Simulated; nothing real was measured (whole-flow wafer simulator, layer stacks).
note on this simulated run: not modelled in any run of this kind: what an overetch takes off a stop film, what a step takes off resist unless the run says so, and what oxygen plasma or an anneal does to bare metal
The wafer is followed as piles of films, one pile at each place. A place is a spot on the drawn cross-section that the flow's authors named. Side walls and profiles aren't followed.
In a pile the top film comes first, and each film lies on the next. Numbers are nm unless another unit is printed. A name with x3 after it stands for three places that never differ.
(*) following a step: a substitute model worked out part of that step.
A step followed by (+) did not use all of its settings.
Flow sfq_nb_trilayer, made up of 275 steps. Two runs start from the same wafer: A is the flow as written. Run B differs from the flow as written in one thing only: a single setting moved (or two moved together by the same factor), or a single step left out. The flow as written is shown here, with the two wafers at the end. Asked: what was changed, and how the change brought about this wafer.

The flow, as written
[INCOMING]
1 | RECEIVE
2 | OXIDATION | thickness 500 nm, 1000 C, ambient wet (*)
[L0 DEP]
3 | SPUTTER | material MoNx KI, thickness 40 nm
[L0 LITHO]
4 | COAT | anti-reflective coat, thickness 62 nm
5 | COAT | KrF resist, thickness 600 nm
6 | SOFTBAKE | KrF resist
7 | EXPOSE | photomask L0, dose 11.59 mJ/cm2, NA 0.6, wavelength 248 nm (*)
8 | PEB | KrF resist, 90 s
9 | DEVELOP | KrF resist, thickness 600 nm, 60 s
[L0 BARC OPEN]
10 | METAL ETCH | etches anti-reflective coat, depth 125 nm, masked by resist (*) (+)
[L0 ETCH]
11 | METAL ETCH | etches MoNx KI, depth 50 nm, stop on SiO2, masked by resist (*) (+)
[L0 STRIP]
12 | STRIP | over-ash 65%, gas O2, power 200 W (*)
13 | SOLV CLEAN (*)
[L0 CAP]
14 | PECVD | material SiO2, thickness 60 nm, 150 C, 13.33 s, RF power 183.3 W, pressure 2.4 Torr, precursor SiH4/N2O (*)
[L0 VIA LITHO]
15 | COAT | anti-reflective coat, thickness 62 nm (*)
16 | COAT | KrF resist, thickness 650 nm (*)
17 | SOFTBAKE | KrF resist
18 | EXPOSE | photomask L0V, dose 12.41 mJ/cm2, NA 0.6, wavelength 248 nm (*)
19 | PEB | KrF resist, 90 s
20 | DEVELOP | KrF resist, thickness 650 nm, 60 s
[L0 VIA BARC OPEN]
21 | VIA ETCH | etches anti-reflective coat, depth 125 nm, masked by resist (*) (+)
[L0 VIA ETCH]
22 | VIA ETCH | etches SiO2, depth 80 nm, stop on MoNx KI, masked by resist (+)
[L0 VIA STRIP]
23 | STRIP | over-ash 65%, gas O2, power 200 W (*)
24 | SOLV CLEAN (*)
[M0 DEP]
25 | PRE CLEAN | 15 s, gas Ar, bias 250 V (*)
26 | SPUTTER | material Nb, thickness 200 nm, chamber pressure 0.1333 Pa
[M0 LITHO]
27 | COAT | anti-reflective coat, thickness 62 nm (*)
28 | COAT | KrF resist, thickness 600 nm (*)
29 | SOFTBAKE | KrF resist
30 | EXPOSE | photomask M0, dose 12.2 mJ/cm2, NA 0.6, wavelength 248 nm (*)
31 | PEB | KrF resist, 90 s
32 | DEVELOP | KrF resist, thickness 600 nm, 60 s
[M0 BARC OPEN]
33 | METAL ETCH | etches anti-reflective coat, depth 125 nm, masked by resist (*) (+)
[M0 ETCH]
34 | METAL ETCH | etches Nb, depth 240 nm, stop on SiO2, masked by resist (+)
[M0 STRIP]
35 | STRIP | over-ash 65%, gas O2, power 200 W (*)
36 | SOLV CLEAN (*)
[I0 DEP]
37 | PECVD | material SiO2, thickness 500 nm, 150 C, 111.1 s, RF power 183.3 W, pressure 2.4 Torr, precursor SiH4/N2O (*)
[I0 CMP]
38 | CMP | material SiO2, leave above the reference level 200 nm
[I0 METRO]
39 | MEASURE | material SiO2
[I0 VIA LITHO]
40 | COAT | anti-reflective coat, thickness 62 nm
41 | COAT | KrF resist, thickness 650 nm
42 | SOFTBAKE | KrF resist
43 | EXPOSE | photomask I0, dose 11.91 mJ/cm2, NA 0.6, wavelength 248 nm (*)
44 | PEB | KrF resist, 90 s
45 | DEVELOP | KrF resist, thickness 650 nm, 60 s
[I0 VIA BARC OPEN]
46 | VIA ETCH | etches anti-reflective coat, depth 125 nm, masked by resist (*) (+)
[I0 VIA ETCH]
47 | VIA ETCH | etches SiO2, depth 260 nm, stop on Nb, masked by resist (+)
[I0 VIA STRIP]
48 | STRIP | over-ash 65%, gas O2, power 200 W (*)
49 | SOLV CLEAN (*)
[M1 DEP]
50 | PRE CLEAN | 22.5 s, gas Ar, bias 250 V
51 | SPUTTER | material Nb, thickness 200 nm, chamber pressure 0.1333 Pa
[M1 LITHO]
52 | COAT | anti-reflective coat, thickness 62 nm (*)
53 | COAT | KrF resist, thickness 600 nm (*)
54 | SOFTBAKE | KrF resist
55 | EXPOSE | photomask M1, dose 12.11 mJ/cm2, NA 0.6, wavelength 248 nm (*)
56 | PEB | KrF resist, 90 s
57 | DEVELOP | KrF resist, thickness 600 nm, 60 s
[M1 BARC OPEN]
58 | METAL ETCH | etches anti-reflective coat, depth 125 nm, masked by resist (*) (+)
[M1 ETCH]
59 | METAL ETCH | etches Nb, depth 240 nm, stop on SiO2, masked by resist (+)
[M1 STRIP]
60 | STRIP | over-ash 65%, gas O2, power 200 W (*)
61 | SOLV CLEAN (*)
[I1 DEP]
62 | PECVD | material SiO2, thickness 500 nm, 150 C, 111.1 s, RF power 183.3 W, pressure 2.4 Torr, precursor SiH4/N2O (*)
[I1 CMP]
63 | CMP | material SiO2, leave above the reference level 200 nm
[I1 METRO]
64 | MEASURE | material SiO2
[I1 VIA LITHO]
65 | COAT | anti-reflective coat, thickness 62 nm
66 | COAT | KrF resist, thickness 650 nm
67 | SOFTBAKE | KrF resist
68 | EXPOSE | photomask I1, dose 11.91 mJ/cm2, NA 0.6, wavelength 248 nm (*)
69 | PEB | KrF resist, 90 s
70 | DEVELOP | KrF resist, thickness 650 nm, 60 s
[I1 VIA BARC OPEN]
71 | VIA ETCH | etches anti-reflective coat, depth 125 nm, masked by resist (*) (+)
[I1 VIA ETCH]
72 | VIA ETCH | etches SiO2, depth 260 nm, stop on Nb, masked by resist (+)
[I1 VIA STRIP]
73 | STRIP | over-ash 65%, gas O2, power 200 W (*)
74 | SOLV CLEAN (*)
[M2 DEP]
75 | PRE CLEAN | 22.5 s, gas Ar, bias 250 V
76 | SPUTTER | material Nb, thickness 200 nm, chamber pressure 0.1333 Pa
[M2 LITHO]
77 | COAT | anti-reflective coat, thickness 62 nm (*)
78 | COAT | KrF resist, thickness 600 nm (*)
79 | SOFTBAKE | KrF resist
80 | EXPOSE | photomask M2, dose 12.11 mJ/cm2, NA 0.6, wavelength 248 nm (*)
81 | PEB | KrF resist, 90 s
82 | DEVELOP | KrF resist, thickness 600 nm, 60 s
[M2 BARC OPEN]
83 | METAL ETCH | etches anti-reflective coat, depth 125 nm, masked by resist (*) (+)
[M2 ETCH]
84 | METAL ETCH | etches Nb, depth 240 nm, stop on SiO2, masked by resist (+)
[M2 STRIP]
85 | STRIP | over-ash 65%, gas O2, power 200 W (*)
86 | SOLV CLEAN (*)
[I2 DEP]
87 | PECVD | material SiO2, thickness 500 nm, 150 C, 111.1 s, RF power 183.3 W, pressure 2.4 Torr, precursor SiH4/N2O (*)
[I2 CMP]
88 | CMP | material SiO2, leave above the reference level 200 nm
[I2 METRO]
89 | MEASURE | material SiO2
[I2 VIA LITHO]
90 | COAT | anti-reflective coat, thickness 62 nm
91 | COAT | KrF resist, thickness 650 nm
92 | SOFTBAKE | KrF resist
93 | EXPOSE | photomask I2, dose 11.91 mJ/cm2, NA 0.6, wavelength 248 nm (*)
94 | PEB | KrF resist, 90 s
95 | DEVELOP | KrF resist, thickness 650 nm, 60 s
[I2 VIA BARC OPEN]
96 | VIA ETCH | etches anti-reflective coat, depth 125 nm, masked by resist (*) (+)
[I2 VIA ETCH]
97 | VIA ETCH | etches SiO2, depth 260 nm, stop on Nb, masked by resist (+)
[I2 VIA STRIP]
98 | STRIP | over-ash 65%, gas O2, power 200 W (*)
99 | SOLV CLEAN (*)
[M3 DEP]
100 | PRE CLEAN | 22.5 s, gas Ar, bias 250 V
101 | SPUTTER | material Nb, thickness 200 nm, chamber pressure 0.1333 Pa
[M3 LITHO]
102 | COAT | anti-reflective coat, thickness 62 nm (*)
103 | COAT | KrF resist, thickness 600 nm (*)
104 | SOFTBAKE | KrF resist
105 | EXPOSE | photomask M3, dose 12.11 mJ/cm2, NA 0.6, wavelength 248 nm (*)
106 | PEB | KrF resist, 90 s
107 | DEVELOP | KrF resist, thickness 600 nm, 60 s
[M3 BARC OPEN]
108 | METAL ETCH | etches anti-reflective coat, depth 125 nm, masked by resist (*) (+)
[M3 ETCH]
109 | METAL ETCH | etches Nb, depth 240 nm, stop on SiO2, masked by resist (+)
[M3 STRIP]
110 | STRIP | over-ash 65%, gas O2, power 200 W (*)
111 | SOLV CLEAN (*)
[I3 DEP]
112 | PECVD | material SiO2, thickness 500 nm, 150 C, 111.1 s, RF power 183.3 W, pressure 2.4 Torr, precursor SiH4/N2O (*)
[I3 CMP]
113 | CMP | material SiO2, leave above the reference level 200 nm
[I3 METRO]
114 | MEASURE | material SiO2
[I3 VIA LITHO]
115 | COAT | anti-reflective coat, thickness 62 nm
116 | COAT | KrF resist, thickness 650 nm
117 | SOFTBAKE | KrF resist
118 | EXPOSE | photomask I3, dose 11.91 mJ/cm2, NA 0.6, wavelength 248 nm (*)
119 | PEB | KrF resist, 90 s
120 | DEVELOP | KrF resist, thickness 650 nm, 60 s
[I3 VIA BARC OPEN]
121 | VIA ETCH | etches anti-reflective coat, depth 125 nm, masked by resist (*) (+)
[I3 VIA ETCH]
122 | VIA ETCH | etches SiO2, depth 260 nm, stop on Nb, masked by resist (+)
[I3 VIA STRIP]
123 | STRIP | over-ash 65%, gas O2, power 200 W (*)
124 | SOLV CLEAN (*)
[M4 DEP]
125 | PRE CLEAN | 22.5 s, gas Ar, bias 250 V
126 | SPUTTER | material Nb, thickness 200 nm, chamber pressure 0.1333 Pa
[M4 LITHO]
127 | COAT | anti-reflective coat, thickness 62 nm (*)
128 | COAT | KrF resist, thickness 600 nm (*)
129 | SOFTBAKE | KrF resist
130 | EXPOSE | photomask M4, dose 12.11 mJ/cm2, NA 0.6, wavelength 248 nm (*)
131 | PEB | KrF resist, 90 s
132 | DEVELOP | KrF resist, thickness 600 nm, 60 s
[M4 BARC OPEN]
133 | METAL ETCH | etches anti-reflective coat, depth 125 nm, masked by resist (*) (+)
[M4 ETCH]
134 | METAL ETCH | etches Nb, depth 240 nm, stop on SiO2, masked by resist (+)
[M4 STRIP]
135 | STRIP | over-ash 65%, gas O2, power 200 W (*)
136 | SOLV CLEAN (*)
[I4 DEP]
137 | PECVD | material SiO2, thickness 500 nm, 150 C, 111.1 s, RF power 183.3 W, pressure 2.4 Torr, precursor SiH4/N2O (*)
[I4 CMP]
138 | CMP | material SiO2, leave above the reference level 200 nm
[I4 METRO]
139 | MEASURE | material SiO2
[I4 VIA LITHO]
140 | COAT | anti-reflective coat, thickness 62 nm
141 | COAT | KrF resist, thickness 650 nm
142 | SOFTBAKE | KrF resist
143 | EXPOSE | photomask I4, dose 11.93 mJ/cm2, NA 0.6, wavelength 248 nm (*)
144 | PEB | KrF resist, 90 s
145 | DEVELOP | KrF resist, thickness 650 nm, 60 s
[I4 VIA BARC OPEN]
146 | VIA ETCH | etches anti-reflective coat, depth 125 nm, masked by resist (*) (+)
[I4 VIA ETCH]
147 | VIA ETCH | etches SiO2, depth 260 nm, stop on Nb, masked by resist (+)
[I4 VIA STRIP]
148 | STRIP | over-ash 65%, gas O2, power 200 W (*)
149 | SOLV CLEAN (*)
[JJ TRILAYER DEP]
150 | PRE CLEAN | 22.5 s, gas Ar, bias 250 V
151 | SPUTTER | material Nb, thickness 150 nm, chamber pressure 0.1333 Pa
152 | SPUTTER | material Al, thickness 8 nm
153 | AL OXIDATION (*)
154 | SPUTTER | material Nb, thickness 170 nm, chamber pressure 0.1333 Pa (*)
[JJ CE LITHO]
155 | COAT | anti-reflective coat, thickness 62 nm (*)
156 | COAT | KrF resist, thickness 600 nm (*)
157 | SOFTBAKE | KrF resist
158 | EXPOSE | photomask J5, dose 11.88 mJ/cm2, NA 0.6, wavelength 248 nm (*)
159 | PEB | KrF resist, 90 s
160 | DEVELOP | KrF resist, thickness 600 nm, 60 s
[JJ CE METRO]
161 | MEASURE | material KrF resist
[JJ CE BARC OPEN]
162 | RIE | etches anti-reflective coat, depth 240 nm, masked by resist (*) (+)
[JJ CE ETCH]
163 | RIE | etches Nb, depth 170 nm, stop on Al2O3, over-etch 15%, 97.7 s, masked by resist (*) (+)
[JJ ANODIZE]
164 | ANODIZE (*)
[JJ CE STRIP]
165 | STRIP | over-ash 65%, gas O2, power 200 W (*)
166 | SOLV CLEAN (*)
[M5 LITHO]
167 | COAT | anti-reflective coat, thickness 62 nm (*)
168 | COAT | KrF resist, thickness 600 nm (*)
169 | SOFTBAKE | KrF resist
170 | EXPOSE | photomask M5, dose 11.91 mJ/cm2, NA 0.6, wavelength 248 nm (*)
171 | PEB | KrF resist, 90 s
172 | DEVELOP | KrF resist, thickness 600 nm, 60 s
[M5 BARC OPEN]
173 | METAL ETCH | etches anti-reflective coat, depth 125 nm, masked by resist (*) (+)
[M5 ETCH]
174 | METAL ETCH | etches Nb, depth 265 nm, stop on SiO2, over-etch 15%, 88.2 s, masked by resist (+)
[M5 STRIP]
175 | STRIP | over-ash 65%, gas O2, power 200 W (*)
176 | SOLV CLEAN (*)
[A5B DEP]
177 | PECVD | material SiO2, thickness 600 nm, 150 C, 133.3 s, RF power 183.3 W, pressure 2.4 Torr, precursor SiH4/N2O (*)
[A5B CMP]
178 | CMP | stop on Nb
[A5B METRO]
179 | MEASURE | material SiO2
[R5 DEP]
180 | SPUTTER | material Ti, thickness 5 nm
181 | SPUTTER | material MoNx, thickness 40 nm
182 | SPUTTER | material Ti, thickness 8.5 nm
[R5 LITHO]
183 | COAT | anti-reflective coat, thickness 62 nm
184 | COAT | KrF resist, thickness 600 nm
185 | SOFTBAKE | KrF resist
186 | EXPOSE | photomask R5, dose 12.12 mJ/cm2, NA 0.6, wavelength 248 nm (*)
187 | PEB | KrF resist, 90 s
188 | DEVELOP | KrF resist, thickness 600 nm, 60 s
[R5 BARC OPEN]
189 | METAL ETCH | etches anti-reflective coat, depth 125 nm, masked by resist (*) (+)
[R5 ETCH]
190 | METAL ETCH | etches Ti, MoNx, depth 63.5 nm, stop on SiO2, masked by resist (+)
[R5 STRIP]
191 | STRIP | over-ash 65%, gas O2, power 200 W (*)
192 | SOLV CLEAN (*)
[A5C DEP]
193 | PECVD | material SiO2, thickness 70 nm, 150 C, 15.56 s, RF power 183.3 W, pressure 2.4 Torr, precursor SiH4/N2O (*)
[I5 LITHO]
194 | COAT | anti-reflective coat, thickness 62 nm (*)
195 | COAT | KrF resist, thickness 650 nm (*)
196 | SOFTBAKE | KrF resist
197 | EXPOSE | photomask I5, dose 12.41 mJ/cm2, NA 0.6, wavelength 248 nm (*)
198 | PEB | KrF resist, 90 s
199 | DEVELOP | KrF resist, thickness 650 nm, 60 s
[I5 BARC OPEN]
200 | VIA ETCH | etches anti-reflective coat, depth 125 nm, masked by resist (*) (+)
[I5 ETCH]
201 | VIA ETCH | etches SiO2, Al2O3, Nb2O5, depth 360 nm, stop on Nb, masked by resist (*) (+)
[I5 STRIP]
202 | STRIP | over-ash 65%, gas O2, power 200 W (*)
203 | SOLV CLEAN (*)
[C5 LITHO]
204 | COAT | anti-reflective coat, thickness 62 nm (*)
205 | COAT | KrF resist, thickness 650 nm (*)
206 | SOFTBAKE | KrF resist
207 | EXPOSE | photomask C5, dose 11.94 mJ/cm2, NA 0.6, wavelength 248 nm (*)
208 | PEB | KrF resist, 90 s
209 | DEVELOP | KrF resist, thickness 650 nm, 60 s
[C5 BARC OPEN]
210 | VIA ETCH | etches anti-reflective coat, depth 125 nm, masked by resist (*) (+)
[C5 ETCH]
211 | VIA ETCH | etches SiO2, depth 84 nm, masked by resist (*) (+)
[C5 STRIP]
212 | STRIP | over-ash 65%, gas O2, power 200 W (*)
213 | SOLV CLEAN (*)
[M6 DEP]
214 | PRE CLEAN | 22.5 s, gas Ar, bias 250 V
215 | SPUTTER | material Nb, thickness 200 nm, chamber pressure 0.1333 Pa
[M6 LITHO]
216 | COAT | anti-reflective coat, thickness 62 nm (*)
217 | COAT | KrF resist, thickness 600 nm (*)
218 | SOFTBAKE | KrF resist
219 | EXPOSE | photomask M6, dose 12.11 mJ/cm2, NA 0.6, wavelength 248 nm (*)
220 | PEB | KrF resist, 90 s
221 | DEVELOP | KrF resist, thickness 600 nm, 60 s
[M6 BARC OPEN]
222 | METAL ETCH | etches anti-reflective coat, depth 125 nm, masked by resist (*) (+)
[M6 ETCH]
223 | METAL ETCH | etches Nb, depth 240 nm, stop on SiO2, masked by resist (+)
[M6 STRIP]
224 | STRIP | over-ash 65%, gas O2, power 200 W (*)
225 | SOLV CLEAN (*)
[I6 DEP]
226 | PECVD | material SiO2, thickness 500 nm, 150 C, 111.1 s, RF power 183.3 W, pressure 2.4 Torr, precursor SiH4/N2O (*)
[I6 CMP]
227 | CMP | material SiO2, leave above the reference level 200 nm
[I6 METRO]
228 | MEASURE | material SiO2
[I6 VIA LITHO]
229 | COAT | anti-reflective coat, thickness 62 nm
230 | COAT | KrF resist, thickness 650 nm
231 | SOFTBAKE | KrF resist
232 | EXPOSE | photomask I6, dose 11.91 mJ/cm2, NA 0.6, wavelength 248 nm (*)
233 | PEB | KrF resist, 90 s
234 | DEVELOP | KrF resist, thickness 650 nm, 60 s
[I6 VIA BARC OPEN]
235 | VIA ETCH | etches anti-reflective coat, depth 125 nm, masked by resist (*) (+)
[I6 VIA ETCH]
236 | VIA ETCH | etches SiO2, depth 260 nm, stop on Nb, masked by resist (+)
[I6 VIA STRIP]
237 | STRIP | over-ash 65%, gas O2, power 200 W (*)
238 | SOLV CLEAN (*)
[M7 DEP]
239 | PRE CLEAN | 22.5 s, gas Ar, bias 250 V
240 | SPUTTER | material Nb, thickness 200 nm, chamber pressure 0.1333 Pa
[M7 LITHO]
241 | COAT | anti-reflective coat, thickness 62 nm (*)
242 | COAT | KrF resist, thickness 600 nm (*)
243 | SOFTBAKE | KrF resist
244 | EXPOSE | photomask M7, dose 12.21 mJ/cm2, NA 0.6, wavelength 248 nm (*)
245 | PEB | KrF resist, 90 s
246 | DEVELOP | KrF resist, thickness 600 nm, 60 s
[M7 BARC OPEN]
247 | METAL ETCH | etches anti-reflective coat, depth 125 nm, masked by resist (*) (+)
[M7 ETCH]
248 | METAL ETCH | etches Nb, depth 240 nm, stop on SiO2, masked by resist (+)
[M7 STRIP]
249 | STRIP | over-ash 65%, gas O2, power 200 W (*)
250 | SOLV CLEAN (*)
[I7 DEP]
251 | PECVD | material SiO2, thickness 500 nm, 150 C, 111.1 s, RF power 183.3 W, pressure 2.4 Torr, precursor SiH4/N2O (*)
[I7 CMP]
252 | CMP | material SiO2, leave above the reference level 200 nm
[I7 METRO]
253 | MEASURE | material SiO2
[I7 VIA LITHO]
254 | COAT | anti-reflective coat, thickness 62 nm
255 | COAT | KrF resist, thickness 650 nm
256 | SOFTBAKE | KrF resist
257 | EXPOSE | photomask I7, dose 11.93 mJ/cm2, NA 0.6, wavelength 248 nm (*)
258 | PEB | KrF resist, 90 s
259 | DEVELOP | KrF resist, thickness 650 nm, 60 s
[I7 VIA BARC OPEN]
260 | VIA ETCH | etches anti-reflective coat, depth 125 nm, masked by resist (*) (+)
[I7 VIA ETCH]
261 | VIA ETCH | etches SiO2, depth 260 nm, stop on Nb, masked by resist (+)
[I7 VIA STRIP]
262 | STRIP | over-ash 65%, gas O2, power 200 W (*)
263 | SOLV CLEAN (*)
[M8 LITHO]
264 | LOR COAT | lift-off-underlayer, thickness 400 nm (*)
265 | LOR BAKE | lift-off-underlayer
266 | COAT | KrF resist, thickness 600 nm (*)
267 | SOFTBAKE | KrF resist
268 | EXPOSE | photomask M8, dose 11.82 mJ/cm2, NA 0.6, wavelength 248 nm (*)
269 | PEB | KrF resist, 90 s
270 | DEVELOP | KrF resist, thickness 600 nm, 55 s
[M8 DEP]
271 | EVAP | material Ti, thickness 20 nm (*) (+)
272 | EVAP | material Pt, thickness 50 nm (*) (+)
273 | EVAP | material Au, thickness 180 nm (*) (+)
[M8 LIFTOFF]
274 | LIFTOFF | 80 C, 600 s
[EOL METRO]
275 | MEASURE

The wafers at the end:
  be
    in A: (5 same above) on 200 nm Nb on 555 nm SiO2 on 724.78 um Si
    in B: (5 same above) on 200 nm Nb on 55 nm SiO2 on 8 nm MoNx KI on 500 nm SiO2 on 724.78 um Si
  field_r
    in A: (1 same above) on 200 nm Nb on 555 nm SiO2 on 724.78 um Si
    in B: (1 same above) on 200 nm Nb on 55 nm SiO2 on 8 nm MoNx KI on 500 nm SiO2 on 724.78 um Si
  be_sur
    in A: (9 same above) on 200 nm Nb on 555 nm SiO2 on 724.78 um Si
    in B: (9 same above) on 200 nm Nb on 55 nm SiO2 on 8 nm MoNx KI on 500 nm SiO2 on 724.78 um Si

The reason: step 3, SPUTTER: thickness 58 nm was run, while the flow as written has thickness 40 nm.

Step by step, how the change led to this:
  3 | SPUTTER | material MoNx KI, thickness 40 nm
      field_l, v_sur, via_wl and 103 more: A MoNx KI gains 40 (new film) | B MoNx KI gains 58 (new film)
  11 | METAL ETCH | etches MoNx KI, depth 50 nm, stop on SiO2, masked by resist (*) (+)
      v_sur, via_wl, via_w and 97 more: A MoNx KI loses 40 (all of it) | B MoNx KI loses 50
  14 | PECVD | material SiO2, thickness 60 nm, 150 C, 13.33 s, RF power 183.3 W, pressure 2.4 Torr, precursor SiH4/N2O (*)
      v_sur, via_wl, via_w and 97 more: A SiO2 gains 60 | B SiO2 gains 60 (new film)
  15 | COAT | anti-reflective coat, thickness 62 nm (*)
      field_l: A anti-reflective coat gains 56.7 (new film) | B anti-reflective coat gains 55.5 (new film)
      v_sur: A anti-reflective coat gains 72.2 (new film) | B anti-reflective coat gains 74.9 (new film)
      (as well as at 2 more places)
  23 | STRIP | over-ash 65%, gas O2, power 200 W (*)
      field_l: A KrF resist loses 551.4 (all of it), anti-reflective coat loses 56.7 (all of it) | B KrF resist loses 549.3 (all of it), anti-reflective coat loses 55.5 (all of it)
      v_sur: A KrF resist loses 570.5 (all of it), anti-reflective coat loses 72.2 (all of it) | B KrF resist loses 573.1 (all of it), anti-reflective coat loses 74.9 (all of it)
      (as well as at 2 more places)
  27 | COAT | anti-reflective coat, thickness 62 nm (*)
      v_sur: A anti-reflective coat gains 72.3 (new film) | B anti-reflective coat gains 75.1 (new film)
      l0_sur: A anti-reflective coat gains 47.5 (new film) | B anti-reflective coat gains 46.5 (new film)
      (as well as at 1 more place)
  35 | STRIP | over-ash 65%, gas O2, power 200 W (*)
      v_sur: A KrF resist loses 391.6 (all of it), anti-reflective coat loses 72.3 (all of it) | B KrF resist loses 393.9 (all of it), anti-reflective coat loses 75.1 (all of it)
      l0_sur: A KrF resist loses 372 (all of it), anti-reflective coat loses 47.5 (all of it) | B KrF resist loses 369.2 (all of it), anti-reflective coat loses 46.5 (all of it)
      (as well as at 1 more place)
  38 | CMP | material SiO2, leave above the reference level 200 nm
      field_l, l0_sur, l0r_line_l, l0r_line_c, l0r_line_r: A SiO2 loses 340 | B SiO2 loses 350
      l0v: A SiO2 loses 277.8 | B SiO2 loses 287.8
With metal films that touch counted as one body, be has 4 bodies (between them, from the top down: SiO2 503.2; SiO2 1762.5; SiO2 55); the flow as written gives 3 bodies (between them, from the top down: SiO2 503.2; SiO2 1762.5).
With metal films that touch counted as one body, field_r has 2 bodies (between them, from the top down: SiO2 55); the flow as written gives 1 body.
With metal films that touch counted as one body, be_sur has 5 bodies (between them, from the top down: SiO2 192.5; SiO2 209 / Al2O3 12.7 / Nb2O5 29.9; SiO2 1762.5; SiO2 55); the flow as written gives 4 bodies (between them, from the top down: SiO2 192.5; SiO2 209 / Al2O3 12.7 / Nb2O5 29.9; SiO2 1762.5).
